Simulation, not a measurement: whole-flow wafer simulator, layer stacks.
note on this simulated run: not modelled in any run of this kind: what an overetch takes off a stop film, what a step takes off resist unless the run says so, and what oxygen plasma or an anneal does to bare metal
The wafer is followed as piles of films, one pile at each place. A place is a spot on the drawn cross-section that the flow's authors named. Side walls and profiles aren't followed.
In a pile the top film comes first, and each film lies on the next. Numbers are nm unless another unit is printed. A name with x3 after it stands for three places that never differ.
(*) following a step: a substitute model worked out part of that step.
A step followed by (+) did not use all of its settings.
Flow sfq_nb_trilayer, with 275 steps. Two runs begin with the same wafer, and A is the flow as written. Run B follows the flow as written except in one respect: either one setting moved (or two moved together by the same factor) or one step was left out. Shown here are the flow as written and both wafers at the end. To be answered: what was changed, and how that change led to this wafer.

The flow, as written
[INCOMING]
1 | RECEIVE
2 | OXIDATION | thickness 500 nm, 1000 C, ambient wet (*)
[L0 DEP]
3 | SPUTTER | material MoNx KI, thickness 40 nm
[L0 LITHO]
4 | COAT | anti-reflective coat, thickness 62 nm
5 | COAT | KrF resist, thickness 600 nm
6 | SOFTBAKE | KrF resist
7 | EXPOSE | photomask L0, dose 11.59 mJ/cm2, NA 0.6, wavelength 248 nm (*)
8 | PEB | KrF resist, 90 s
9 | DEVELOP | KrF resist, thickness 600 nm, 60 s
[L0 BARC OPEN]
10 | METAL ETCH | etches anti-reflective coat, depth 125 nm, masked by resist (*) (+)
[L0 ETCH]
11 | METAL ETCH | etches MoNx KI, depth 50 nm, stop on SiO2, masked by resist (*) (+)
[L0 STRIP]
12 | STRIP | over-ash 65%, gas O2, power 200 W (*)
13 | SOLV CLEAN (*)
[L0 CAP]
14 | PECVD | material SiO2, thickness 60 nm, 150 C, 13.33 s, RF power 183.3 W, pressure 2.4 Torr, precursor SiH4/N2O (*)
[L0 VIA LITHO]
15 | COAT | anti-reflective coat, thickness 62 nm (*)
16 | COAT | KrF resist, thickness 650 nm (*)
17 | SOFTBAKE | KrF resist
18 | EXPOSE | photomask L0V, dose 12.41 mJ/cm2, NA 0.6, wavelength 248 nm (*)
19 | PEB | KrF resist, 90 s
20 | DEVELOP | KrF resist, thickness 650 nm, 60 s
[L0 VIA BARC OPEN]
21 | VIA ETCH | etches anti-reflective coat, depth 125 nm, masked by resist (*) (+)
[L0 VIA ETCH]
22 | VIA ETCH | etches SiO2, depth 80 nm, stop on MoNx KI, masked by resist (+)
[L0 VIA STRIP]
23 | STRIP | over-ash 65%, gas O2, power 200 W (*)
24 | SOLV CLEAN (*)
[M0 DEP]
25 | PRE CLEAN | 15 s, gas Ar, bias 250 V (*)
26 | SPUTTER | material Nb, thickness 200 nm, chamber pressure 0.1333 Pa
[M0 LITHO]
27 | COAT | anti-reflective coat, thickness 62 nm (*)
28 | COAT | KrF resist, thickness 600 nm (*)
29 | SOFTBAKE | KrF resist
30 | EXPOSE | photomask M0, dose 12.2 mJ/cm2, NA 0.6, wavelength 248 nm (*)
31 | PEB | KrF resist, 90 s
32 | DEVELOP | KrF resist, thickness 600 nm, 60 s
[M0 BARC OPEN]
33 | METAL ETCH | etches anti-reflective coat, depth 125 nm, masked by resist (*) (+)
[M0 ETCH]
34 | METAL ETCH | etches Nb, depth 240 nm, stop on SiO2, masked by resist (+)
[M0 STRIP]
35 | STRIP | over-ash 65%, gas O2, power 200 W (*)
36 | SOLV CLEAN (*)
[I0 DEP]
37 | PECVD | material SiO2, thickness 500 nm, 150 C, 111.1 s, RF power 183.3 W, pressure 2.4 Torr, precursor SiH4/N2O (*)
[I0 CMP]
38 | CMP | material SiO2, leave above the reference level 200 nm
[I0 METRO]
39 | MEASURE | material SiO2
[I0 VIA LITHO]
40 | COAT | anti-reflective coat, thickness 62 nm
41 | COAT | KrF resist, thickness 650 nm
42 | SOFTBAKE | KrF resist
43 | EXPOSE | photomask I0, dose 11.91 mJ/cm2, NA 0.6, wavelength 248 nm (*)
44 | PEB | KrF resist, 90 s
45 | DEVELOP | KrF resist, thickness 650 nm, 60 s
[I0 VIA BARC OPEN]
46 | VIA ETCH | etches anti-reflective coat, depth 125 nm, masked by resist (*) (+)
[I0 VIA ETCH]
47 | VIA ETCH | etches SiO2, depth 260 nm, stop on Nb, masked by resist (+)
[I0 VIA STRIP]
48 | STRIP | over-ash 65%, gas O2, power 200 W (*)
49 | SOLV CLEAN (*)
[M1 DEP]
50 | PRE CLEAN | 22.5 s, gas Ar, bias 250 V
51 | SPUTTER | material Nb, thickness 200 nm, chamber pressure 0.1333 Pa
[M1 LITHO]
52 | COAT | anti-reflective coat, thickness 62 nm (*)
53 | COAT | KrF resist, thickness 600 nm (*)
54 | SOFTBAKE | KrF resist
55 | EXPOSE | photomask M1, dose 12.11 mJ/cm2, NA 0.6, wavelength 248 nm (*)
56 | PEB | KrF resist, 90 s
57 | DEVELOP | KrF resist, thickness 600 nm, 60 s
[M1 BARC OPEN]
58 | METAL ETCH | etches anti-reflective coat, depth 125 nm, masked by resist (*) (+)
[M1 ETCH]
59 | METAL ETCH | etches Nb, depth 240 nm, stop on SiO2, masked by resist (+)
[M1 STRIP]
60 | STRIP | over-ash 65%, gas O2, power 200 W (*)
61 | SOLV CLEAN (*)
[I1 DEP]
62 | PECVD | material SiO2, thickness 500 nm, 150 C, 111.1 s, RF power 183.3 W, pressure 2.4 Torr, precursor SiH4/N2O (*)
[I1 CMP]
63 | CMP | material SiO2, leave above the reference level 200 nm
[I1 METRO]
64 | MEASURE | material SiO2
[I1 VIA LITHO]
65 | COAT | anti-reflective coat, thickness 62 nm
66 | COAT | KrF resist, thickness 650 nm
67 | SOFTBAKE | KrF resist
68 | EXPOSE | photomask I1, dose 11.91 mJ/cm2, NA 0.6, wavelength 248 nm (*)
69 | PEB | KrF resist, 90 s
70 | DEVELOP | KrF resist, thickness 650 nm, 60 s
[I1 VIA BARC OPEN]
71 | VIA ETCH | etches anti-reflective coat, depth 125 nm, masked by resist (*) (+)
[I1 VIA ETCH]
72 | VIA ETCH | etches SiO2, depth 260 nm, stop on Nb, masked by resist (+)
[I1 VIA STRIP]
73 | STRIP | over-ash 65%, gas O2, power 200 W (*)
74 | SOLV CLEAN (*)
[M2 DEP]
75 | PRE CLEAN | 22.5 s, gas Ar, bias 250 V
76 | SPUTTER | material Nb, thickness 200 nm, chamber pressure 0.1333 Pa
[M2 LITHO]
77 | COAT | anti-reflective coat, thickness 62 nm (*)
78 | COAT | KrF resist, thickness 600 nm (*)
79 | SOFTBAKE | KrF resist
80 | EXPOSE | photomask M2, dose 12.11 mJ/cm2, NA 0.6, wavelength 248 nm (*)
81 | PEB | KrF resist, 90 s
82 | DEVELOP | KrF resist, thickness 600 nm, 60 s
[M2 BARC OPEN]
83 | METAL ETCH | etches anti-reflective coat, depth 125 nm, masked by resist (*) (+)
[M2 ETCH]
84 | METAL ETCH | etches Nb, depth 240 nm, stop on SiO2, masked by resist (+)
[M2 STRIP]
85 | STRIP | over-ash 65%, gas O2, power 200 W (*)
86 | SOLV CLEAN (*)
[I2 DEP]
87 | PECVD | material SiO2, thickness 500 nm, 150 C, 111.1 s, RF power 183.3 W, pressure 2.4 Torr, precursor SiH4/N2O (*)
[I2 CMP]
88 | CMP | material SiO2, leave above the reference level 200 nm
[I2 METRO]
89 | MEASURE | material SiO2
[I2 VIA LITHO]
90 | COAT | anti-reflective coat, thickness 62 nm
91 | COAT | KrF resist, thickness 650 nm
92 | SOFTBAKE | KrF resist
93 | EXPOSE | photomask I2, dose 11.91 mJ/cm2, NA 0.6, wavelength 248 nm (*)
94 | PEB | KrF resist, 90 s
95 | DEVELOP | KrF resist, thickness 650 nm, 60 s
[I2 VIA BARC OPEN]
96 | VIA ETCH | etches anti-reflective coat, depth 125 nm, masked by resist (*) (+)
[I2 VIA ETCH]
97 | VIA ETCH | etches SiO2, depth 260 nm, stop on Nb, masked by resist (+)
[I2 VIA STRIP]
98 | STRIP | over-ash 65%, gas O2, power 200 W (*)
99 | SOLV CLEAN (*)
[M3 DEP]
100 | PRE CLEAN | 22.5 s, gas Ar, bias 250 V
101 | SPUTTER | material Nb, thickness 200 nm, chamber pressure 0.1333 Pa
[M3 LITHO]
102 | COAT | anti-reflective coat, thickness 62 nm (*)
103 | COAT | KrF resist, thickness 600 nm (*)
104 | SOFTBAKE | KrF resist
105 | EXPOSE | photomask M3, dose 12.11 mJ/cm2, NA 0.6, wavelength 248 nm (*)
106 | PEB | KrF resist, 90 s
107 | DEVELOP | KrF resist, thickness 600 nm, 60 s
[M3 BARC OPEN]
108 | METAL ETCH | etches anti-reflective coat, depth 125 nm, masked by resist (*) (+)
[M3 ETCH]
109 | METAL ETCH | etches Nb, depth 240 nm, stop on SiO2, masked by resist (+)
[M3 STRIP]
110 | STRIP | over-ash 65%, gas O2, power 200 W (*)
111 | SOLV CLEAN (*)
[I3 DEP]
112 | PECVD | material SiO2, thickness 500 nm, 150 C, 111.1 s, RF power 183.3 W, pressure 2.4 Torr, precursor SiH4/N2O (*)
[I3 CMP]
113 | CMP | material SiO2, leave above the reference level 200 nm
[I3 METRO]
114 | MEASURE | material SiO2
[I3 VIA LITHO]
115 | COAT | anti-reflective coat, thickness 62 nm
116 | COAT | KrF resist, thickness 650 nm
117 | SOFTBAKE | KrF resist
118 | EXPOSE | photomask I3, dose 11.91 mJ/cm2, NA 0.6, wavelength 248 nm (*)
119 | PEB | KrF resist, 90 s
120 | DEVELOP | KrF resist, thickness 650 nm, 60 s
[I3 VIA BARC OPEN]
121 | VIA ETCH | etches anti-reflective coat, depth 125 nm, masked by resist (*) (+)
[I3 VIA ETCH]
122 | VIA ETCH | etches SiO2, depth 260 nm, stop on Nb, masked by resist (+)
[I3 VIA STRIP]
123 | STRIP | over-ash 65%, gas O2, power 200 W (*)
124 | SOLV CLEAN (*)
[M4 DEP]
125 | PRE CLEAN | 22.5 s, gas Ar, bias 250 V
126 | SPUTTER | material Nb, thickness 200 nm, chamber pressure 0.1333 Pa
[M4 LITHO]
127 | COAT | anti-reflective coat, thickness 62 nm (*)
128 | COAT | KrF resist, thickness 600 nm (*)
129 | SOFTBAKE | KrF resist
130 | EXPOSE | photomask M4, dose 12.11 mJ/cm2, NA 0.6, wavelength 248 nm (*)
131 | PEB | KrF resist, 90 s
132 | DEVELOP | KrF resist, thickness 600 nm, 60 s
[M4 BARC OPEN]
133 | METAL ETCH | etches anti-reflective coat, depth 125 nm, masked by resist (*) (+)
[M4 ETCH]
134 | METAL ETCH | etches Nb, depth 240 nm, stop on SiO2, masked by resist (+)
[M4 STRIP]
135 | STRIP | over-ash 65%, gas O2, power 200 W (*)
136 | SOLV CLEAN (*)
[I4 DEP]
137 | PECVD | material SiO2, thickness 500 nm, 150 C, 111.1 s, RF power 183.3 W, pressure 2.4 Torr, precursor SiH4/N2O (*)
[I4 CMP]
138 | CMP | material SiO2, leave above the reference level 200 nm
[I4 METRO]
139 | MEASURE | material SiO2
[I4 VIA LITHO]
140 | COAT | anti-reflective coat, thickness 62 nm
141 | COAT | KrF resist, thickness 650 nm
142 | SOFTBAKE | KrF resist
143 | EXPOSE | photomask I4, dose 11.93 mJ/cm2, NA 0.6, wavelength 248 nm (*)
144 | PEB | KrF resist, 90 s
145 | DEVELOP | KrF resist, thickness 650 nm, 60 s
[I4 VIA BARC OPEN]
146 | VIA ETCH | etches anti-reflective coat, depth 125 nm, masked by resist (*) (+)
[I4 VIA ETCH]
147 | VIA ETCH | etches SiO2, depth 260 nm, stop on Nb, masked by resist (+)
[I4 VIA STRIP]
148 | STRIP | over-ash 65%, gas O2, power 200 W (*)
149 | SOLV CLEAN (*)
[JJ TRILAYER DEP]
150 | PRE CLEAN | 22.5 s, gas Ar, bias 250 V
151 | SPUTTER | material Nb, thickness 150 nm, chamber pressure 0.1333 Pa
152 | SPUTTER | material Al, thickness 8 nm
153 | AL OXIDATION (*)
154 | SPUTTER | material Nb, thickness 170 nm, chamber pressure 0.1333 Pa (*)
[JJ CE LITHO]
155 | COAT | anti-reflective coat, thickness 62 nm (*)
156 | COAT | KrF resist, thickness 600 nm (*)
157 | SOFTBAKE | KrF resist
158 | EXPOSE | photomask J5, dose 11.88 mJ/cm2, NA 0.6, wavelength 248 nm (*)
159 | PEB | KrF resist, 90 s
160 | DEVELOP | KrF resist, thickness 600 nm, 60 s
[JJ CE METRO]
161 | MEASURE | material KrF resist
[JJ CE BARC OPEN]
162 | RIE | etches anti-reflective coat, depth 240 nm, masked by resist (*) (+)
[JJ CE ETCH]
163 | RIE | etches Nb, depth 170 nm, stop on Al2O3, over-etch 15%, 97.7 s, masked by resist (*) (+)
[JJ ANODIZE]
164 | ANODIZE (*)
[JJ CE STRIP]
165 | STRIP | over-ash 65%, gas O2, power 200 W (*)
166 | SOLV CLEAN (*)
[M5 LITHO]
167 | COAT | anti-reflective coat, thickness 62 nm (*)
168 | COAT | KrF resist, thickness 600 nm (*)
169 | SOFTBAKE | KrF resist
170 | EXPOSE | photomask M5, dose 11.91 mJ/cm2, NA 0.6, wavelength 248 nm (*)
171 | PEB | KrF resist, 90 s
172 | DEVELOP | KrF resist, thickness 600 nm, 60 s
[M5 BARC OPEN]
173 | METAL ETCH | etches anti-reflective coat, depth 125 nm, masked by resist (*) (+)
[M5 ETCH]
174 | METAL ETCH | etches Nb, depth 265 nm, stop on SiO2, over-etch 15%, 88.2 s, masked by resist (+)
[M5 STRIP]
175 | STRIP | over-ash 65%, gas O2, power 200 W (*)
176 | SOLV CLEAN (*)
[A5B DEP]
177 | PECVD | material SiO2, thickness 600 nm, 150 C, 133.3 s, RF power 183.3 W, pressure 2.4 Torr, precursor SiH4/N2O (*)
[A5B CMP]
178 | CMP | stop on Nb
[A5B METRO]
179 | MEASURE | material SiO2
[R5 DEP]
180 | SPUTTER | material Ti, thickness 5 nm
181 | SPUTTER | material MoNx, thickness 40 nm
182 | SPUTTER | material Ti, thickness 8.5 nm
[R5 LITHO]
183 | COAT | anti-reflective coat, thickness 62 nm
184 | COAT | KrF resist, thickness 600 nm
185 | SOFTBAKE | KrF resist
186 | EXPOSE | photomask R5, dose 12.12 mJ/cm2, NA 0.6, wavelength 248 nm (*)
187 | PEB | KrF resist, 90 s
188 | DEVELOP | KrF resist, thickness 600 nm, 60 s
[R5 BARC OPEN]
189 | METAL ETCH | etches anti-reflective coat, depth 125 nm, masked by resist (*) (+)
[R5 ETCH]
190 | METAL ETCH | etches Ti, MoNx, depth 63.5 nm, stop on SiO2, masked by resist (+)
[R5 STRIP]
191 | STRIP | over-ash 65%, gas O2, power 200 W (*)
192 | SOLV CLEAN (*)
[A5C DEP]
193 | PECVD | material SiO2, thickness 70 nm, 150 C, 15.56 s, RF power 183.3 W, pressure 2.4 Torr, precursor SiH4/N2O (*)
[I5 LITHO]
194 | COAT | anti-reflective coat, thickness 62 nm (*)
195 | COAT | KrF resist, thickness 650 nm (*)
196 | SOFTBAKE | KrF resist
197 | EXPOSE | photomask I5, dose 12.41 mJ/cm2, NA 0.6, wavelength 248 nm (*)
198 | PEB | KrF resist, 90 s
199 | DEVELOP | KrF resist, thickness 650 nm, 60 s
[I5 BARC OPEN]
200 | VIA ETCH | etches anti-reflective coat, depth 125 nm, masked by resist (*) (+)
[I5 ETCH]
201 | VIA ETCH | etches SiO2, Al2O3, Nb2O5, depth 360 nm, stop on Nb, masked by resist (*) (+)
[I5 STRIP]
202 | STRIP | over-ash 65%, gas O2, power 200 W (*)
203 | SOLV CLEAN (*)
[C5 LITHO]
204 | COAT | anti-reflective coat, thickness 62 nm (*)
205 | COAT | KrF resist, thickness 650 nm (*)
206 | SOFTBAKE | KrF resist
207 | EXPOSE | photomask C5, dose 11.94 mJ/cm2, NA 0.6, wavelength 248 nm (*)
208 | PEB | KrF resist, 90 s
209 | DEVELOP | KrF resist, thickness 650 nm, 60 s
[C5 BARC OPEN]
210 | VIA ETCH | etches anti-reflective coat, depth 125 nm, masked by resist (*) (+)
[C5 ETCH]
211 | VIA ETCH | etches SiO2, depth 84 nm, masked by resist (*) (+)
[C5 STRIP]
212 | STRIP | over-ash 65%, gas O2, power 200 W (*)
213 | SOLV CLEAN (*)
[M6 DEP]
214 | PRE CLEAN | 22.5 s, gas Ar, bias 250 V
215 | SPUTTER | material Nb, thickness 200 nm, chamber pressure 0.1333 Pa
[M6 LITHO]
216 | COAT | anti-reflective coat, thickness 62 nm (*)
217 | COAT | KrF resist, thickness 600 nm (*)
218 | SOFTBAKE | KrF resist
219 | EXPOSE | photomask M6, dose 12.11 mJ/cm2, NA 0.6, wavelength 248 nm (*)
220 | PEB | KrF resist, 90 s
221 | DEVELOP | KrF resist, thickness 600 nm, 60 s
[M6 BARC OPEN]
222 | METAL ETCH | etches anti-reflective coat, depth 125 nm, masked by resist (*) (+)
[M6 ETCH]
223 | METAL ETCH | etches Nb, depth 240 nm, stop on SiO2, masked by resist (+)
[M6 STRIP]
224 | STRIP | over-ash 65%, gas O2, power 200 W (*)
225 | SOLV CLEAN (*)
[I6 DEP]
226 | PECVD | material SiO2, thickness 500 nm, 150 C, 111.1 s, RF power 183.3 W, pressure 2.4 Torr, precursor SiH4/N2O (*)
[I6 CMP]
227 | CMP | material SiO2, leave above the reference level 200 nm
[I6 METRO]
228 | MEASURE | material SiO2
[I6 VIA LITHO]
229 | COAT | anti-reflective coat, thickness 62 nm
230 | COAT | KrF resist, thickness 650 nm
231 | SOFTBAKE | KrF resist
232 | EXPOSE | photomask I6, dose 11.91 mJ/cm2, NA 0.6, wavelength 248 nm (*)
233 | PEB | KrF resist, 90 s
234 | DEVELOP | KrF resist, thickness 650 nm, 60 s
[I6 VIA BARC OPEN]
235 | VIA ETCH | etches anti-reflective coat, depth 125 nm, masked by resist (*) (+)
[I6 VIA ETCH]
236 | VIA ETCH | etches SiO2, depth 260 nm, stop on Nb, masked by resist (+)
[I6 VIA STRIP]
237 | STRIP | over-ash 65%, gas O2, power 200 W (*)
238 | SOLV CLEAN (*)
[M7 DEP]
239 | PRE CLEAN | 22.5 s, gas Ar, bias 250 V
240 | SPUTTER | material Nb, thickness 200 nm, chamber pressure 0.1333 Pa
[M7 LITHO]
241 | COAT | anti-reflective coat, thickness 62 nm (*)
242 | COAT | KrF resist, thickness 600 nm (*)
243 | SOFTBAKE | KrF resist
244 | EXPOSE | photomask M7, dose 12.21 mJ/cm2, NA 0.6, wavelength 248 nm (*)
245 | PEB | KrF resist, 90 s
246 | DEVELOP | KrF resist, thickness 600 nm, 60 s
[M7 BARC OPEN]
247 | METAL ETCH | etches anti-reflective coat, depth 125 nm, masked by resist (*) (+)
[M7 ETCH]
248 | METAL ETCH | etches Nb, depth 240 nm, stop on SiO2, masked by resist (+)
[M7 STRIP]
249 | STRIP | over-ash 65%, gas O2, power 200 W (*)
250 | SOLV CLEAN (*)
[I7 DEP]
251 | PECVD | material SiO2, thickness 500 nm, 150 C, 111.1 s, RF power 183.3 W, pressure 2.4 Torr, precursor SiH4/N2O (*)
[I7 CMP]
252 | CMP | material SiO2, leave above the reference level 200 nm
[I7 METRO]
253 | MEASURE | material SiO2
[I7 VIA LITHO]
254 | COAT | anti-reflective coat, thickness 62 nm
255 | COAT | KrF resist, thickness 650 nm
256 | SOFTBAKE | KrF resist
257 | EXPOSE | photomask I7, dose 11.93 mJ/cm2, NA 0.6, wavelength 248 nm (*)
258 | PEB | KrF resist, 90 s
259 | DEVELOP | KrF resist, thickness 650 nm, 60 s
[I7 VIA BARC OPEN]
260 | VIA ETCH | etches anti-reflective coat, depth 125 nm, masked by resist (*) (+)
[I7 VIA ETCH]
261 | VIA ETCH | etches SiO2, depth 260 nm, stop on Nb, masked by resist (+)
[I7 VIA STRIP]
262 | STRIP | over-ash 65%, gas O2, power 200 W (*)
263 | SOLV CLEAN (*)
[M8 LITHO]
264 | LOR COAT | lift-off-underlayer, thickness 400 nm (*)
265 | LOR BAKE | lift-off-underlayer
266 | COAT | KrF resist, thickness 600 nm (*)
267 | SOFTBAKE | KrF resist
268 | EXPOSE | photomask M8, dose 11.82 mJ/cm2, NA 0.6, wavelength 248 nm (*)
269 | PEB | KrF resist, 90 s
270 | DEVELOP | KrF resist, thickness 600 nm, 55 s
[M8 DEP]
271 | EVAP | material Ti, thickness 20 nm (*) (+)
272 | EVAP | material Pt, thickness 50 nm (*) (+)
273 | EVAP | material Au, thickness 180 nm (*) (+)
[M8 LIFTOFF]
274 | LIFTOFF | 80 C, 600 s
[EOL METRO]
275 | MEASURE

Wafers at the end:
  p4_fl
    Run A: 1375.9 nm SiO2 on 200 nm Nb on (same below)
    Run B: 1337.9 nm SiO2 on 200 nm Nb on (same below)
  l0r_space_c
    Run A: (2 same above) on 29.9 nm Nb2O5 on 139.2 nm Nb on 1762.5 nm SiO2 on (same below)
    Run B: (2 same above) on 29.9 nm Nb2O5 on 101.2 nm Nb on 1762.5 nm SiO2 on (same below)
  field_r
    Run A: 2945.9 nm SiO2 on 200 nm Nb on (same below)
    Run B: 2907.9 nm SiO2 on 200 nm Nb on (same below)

The reason: step 151, SPUTTER: thickness 112 nm was run, while the flow as written has thickness 150 nm.

Step by step, how the change led to this:
  151 | SPUTTER | material Nb, thickness 150 nm, chamber pressure 0.1333 Pa
      field_l, v_sur, via_sp and 100 more: A Nb gains 150 (new film) | B Nb gains 112 (new film)
      via_wl, via_wr: A Nb gains 130.4 | B Nb gains 80.8
      (also at 1 further place)
  154 | SPUTTER | material Nb, thickness 170 nm, chamber pressure 0.1333 Pa (*)
      via_w: A Nb gains 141 (new film) | B Nb gains 144 (new film)
  155 | COAT | anti-reflective coat, thickness 62 nm (*)
      via_wl, via_wr: A anti-reflective coat gains 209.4 (new film) | B anti-reflective coat gains 238.4 (new film)
      via_w: A anti-reflective coat gains 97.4 (new film) | B anti-reflective coat gains 101.1 (new film)
  156 | COAT | KrF resist, thickness 600 nm (*)
      via_wl: A KrF resist gains 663 (new film) | B KrF resist gains 649.6 (new film)
      via_wr: A KrF resist gains 663.2 (new film) | B KrF resist gains 649.8 (new film)
  160 | DEVELOP | KrF resist, thickness 600 nm, 60 s
      via_wl: A KrF resist loses 661.6 (all of it) | B KrF resist loses 648.2 (all of it)
      via_wr: A KrF resist loses 661.8 (all of it) | B KrF resist loses 648.4 (all of it)
  162 | RIE | etches anti-reflective coat, depth 240 nm, masked by resist (*) (+)
      ce_l, c5j, ce_r, wl_jj: A KrF resist loses 209.4 | B KrF resist loses 238.4
      via_wl, via_wr: A anti-reflective coat loses 209.4 (all of it) | B anti-reflective coat loses 238.4 (all of it)
      (also at 1 further place)
  163 | RIE | etches Nb, depth 170 nm, stop on Al2O3, over-etch 15%, 97.7 s, masked by resist (*) (+)
      via_w: A Nb loses 141 (all of it), Al2O3 loses 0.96 (all of it) | B Nb loses 144 (all of it), Al2O3 loses 0.96 (all of it)
  165 | STRIP | over-ash 65%, gas O2, power 200 W (*)
      ce_l: A KrF resist loses 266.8 (all of it), anti-reflective coat loses 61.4 (all of it) | B KrF resist loses 237.8 (all of it), anti-reflective coat loses 61.5 (all of it)
      c5j: A KrF resist loses 266.9 (all of it), anti-reflective coat loses 61.5 (all of it) | B KrF resist loses 237.9 (all of it), anti-reflective coat loses 61.5 (all of it)
      (also at 2 further places)
  167 | COAT | anti-reflective coat, thickness 62 nm (*)
      via_wl: A anti-reflective coat gains 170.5 (new film) | B anti-reflective coat gains 181.1 (new film)
      via_w: A anti-reflective coat gains 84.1 (new film) | B anti-reflective coat gains 78.7 (new film)
      (also at 3 further places)
  174 | METAL ETCH | etches Nb, depth 265 nm, stop on SiO2, over-etch 15%, 88.2 s, masked by resist (+)
      field_l, r_sur, res and 50 more: A Al2O3 loses 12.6 (all of it), Nb2O5 loses 29.9 (all of it), Nb loses 139.2 (all of it), SiO2 loses 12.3 | B Al2O3 loses 12.6 (all of it), Nb2O5 loses 29.9 (all of it), Nb loses 101.2 (all of it), SiO2 loses 16.1
  175 | STRIP | over-ash 65%, gas O2, power 200 W (*)
      via_wl: A KrF resist loses 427 (all of it), anti-reflective coat loses 170.5 (all of it) | B KrF resist loses 429.4 (all of it), anti-reflective coat loses 181.1 (all of it)
      via_w: A KrF resist loses 503.5 (all of it), anti-reflective coat loses 84.1 (all of it) | B KrF resist loses 498.3 (all of it), anti-reflective coat loses 78.7 (all of it)
      (also at 3 further places)
  177 | PECVD | material SiO2, thickness 600 nm, 150 C, 133.3 s, RF power 183.3 W, pressure 2.4 Torr, precursor SiH4/N2O (*)
      via_wl, via_wr: A SiO2 gains 600 (new film) | B SiO2 gains 619 (new film)
  178 | CMP | stop on Nb
      field_l, p4_fl, p4_fm and 39 more: A SiO2 loses 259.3 | B SiO2 loses 293.5
      r_sur, res, r_end, moat, field_r, lsp_l: A SiO2 loses 252.3 | B SiO2 loses 293.5
      (also at 8 further places)
